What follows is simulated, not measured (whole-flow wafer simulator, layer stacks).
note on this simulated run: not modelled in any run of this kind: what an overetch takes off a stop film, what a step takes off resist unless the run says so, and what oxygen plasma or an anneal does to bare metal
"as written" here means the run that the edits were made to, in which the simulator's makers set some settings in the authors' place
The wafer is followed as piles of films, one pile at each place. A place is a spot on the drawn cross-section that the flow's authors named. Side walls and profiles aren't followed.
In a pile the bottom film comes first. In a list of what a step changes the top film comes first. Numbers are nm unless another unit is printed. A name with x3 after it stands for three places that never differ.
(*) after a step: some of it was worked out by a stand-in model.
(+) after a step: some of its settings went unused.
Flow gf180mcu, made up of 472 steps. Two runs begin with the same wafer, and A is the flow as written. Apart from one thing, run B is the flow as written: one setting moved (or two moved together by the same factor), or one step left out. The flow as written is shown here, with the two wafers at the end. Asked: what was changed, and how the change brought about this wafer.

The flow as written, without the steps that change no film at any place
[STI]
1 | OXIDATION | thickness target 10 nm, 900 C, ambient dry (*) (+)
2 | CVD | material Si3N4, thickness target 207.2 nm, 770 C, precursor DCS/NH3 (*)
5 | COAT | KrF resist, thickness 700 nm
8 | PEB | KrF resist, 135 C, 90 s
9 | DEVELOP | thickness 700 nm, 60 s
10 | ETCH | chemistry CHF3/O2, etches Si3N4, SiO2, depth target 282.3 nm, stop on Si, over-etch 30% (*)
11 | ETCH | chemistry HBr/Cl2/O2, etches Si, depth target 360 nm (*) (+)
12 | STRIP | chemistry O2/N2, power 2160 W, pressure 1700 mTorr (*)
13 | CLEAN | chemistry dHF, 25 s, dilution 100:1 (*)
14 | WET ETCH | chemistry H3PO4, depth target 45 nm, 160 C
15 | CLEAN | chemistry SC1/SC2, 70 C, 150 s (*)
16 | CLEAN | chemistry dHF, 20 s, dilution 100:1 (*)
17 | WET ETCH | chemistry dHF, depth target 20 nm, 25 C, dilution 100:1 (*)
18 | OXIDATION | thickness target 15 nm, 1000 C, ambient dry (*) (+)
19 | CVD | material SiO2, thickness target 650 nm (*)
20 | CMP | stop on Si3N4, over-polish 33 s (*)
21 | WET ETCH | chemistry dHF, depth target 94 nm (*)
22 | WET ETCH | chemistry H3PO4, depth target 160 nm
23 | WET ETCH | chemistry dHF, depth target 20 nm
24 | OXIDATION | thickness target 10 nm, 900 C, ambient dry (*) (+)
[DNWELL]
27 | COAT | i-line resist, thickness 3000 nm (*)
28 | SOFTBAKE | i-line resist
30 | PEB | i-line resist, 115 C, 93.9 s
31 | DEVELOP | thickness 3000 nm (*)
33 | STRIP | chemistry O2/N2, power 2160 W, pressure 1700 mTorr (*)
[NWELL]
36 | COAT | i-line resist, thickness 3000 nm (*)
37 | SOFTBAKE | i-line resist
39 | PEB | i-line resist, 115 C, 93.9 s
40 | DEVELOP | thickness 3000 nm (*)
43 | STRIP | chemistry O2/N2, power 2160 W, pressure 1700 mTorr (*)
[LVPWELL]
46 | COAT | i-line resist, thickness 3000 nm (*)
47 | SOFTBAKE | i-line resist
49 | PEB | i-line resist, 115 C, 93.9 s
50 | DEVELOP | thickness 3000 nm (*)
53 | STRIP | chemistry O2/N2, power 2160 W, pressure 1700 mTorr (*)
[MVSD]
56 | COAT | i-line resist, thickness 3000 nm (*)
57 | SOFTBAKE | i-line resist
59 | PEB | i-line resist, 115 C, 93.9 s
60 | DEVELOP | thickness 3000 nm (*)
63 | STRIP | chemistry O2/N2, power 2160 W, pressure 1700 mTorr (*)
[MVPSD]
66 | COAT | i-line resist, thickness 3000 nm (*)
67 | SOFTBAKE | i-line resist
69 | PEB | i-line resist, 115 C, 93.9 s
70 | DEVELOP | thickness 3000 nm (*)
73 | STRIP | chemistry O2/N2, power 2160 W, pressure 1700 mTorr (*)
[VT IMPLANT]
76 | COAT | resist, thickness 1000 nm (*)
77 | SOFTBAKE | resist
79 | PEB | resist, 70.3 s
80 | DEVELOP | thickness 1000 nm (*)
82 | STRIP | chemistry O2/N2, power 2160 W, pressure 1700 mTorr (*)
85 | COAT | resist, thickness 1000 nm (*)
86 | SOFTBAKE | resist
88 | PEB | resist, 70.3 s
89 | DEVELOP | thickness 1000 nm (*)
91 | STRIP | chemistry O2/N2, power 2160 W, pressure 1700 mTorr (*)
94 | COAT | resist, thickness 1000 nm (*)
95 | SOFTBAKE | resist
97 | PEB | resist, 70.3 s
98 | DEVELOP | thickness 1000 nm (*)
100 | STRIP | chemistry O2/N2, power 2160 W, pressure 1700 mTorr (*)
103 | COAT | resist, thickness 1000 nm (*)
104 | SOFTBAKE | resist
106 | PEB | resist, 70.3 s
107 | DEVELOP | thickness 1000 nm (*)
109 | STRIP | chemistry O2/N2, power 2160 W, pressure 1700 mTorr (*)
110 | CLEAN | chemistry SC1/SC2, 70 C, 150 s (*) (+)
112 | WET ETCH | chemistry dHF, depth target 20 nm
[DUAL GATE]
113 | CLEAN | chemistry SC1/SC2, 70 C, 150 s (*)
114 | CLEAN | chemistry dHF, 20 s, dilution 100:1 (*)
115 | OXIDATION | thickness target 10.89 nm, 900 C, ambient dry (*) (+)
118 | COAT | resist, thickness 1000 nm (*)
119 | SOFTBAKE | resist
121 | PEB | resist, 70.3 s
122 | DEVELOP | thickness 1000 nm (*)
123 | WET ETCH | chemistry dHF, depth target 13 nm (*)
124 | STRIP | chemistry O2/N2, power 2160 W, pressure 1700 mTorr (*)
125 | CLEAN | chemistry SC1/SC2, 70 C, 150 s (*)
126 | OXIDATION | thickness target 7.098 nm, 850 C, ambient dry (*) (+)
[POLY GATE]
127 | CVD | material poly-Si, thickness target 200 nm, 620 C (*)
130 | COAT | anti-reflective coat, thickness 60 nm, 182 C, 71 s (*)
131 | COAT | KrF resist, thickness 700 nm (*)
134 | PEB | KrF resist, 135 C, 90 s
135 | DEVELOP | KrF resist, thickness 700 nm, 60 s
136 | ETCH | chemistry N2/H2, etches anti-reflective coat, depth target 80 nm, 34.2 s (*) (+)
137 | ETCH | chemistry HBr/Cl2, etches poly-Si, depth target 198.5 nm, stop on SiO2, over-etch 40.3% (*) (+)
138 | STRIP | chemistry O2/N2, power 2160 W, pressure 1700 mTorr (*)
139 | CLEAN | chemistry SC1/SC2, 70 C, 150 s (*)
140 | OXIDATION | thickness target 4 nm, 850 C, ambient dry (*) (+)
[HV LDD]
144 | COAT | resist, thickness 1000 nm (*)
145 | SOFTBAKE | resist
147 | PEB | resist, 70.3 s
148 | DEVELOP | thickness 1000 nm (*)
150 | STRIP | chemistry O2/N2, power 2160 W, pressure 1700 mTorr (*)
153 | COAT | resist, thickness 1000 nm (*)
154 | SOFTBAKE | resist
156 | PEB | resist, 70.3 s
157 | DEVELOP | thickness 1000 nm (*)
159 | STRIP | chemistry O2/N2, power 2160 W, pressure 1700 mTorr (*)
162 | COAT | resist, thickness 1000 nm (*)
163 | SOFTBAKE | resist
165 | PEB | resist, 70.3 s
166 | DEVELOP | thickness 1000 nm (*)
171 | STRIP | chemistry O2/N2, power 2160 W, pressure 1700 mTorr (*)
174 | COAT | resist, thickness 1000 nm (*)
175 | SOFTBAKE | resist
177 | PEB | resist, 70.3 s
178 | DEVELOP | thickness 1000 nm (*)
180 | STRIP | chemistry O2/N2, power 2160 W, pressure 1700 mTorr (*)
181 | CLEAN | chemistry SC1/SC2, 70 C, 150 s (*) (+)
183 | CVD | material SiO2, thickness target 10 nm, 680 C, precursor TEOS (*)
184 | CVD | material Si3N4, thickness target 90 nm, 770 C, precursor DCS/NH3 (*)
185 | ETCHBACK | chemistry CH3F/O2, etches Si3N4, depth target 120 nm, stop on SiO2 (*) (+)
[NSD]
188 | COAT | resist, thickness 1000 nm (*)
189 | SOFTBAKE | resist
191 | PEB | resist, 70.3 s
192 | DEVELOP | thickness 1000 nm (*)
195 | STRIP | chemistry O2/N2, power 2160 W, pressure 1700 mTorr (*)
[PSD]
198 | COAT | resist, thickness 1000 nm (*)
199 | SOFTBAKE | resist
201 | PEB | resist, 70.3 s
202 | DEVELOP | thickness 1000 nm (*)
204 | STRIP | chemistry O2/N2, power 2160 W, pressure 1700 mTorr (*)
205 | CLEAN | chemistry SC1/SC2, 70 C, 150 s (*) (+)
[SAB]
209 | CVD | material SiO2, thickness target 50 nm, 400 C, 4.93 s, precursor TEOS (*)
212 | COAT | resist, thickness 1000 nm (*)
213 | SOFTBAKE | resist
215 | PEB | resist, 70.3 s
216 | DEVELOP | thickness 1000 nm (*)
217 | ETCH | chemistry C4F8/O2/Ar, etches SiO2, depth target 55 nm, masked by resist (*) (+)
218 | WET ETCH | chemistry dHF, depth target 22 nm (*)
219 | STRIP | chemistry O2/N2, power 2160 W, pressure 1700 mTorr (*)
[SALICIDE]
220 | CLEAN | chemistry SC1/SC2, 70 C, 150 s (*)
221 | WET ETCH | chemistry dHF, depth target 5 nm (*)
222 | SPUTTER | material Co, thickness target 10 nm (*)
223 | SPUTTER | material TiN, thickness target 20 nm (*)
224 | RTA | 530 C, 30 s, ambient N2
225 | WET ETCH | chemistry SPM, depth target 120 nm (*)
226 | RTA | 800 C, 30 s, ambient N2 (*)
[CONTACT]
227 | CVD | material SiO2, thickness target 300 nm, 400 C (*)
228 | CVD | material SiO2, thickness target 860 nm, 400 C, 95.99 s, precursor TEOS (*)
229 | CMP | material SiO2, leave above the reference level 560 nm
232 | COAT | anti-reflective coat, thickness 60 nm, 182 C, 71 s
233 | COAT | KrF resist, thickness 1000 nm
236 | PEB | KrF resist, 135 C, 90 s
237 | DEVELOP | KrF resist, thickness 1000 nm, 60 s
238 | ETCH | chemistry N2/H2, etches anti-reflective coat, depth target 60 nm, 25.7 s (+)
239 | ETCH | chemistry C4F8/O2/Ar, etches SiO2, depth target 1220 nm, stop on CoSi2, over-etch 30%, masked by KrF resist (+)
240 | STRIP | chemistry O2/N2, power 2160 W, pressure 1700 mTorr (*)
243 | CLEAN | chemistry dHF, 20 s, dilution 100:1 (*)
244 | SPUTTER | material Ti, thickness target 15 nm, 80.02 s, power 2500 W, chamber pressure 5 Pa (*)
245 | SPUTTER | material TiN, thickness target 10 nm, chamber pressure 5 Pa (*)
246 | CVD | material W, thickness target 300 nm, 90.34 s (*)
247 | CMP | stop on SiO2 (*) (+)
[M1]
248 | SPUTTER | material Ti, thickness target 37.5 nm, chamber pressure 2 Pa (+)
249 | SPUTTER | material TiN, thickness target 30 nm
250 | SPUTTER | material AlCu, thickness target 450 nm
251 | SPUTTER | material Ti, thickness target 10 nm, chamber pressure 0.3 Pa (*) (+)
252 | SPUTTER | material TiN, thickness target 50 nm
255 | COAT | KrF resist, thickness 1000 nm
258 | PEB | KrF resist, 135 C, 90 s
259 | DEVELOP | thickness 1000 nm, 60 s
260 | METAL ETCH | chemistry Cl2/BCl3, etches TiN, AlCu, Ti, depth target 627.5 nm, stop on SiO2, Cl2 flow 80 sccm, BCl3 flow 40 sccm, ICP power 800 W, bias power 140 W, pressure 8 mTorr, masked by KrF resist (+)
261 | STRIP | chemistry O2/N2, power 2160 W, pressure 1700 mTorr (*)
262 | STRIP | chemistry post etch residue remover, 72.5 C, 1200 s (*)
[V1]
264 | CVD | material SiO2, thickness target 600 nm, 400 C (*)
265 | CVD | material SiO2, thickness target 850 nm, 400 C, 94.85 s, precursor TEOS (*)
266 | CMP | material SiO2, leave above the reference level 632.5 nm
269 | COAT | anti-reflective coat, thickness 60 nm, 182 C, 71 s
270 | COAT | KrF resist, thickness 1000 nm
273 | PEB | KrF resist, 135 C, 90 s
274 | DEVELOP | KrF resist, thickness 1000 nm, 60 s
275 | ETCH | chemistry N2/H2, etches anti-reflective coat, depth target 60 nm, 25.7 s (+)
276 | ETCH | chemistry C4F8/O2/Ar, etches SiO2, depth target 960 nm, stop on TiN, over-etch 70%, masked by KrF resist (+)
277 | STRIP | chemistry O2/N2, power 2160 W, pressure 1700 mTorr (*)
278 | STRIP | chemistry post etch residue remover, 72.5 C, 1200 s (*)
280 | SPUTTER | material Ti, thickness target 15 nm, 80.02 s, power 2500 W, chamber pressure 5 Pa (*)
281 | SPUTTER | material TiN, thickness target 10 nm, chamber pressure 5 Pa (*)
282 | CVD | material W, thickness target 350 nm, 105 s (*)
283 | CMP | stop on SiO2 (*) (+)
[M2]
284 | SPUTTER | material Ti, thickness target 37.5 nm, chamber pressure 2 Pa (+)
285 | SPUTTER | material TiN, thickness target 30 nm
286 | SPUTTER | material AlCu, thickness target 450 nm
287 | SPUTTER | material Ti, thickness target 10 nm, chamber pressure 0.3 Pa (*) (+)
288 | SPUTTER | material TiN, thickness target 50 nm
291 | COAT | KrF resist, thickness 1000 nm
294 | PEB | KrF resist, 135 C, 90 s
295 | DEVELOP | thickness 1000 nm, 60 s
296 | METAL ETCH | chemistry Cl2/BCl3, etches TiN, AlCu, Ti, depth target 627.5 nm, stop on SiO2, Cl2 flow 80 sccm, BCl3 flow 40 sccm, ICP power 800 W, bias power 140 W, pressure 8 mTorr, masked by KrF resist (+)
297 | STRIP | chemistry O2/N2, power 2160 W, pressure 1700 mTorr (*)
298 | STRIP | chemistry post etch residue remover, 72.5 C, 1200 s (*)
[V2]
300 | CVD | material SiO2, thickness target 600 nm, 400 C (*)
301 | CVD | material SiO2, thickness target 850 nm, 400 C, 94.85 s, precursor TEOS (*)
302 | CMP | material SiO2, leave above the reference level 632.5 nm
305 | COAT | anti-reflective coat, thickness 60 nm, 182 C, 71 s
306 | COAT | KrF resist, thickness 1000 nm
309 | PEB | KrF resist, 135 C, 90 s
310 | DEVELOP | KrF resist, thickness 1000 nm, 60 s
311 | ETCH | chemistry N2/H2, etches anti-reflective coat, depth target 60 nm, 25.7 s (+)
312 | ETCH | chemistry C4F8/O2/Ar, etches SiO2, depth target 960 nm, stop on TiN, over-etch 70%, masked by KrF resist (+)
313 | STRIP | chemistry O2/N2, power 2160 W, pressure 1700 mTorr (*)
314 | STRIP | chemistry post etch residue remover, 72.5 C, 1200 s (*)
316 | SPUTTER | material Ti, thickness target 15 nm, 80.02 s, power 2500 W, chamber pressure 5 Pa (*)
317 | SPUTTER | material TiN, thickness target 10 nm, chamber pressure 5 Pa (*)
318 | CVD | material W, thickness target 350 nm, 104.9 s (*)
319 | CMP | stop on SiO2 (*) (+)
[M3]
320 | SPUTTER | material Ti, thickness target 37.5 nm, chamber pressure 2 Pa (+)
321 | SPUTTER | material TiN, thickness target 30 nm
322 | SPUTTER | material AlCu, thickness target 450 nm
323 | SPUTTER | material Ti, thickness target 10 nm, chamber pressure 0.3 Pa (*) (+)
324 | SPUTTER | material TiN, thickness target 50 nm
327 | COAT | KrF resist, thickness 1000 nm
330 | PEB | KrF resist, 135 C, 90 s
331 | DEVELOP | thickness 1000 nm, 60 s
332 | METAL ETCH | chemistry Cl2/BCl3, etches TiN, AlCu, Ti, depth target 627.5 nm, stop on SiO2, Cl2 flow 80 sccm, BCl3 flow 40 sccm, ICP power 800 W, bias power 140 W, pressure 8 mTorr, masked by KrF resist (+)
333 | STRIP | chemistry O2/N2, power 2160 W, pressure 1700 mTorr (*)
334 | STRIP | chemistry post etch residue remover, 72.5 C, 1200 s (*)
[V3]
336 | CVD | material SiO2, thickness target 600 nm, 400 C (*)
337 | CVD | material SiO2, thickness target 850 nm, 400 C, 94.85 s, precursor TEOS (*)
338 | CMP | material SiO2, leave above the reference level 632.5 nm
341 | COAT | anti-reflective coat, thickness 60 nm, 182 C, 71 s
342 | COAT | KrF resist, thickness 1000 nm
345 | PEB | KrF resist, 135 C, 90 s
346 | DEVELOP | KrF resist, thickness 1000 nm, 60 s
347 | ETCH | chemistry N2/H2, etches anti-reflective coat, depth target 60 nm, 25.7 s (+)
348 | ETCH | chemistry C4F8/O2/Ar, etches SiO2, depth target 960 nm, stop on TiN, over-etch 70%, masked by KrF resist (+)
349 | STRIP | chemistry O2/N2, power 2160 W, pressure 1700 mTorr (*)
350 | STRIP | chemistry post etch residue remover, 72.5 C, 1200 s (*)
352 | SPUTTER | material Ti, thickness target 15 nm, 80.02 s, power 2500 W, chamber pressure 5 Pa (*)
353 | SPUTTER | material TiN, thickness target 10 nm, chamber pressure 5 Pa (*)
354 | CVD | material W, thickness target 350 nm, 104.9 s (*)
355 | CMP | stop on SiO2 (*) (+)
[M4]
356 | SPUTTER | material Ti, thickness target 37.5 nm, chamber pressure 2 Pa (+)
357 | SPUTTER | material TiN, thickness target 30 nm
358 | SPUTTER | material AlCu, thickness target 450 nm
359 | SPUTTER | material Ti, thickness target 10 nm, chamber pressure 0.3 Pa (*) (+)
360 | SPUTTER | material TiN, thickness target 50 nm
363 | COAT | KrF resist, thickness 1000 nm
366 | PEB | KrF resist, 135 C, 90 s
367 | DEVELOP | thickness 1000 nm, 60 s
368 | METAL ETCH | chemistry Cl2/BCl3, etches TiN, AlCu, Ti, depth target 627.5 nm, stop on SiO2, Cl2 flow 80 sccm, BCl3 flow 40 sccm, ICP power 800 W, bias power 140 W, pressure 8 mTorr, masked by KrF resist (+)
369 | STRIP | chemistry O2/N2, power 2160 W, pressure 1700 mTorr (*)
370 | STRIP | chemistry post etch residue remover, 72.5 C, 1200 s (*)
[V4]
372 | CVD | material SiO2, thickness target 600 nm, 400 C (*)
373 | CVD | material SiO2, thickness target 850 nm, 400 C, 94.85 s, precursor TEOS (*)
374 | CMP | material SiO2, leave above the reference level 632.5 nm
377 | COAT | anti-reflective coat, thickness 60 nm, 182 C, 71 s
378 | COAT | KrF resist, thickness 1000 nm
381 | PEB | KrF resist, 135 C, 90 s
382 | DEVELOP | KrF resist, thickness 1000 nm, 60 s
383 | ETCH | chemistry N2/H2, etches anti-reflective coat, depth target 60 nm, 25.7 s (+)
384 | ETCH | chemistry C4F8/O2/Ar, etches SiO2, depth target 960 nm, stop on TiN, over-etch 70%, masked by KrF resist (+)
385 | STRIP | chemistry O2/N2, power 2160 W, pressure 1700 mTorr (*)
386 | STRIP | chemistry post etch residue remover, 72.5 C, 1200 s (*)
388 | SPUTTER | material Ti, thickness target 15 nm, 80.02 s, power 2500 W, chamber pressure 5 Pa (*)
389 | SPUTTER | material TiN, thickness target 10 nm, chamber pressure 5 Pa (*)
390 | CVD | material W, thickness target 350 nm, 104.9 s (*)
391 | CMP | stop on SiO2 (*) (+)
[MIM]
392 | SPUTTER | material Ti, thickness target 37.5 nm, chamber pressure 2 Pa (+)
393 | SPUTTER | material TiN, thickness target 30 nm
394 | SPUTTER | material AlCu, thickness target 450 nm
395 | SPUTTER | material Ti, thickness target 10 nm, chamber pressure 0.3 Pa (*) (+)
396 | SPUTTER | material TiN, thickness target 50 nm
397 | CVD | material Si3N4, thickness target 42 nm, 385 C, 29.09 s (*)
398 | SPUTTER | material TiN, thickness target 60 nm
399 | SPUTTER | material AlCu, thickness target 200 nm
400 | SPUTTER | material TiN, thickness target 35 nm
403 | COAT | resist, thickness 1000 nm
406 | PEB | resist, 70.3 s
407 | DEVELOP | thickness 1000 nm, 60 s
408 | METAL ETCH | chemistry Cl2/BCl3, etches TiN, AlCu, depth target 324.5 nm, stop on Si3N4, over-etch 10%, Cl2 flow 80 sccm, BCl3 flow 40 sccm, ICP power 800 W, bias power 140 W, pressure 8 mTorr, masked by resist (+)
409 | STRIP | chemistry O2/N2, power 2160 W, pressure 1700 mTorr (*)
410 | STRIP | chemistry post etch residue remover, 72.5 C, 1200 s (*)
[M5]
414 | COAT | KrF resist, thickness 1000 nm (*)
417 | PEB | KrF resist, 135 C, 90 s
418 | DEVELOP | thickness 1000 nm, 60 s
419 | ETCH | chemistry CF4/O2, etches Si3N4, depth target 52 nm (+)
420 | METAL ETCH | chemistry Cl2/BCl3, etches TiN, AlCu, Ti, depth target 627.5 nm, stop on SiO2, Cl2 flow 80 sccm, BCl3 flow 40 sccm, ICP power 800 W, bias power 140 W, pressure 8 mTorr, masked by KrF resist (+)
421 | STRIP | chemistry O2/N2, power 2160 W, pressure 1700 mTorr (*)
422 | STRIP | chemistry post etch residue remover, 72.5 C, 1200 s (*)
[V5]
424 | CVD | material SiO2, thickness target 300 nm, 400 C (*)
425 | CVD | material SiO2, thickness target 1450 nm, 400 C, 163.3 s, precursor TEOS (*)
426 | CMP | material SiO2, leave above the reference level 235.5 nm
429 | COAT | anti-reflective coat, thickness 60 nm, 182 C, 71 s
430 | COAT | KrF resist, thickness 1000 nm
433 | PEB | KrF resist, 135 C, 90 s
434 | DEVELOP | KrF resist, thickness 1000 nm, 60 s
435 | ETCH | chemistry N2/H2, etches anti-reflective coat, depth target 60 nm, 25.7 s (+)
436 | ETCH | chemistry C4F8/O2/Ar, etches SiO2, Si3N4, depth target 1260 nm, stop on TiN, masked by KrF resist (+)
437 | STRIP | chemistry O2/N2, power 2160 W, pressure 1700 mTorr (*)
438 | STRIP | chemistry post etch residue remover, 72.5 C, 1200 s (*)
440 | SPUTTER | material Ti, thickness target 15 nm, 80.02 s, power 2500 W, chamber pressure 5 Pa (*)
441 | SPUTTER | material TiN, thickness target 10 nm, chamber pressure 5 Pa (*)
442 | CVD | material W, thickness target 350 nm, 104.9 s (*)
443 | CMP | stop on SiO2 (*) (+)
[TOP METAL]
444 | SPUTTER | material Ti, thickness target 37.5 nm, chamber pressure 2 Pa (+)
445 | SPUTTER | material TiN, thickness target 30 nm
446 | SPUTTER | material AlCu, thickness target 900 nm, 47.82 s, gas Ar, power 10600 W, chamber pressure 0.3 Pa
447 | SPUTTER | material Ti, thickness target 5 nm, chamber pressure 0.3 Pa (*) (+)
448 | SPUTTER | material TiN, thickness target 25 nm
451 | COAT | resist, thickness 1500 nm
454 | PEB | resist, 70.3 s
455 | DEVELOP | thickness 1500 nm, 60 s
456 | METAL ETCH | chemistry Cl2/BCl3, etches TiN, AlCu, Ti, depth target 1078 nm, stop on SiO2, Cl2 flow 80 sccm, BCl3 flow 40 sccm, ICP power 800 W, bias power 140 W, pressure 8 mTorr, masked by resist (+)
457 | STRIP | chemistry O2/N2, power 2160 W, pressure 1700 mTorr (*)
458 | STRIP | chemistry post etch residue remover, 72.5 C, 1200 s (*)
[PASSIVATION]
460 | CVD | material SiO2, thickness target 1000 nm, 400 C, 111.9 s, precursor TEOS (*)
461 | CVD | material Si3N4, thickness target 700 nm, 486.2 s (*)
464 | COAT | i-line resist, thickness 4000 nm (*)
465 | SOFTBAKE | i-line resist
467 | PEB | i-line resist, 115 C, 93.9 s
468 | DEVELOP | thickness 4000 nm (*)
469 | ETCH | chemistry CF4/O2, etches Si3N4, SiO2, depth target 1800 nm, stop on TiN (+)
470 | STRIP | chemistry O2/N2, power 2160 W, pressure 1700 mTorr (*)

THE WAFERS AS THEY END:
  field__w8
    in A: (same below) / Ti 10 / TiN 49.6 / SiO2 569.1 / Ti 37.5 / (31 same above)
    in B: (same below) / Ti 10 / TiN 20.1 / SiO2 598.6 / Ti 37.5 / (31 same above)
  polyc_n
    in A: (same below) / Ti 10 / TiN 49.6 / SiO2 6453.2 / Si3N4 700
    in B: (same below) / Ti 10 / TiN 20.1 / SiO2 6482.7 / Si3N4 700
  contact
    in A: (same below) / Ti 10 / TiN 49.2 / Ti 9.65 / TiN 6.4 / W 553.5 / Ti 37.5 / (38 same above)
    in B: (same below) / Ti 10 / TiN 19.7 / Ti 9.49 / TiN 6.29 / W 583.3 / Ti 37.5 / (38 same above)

Cause: step 252, SPUTTER: thickness target 20.5 nm was run, while the flow as written has thickness target 50 nm.

Step by step, how the change led to this:
  252 | SPUTTER | material TiN, thickness target 50 nm
      field, field__w1, field__w2 and 108 more: A TiN gains 50 (new film) | B TiN gains 20.5 (new film)
  260 | METAL ETCH | chemistry Cl2/BCl3, etches TiN, AlCu, Ti, depth target 627.5 nm, stop on SiO2, Cl2 flow 80 sccm, BCl3 flow 40 sccm, ICP power 800 W, bias power 140 W, pressure 8 mTorr, masked by KrF resist (+)
      field, field__w1, field__w2 and 99 more: A TiN loses 50 (all of it), Ti loses 10 (all of it), AlCu loses 450 (all of it), TiN loses 30 (all of it), Ti loses 37.5 (all of it) | B TiN loses 20.5 (all of it), Ti loses 10 (all of it), AlCu loses 450 (all of it), TiN loses 30 (all of it), Ti loses 37.5 (all of it)
  266 | CMP | material SiO2, leave above the reference level 632.5 nm
      field__w8, contact, m1 and 6 more: A SiO2 loses 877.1 | B SiO2 loses 847.6
  276 | ETCH | chemistry C4F8/O2/Ar, etches SiO2, depth target 960 nm, stop on TiN, over-etch 70%, masked by KrF resist (+)
      contact: A SiO2 loses 572.5 (all of it) | B SiO2 loses 602 (all of it)
  282 | CVD | material W, thickness target 350 nm, 105 s (*)
      contact: A W gains 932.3 (new film) | B W gains 962.1 (new film)
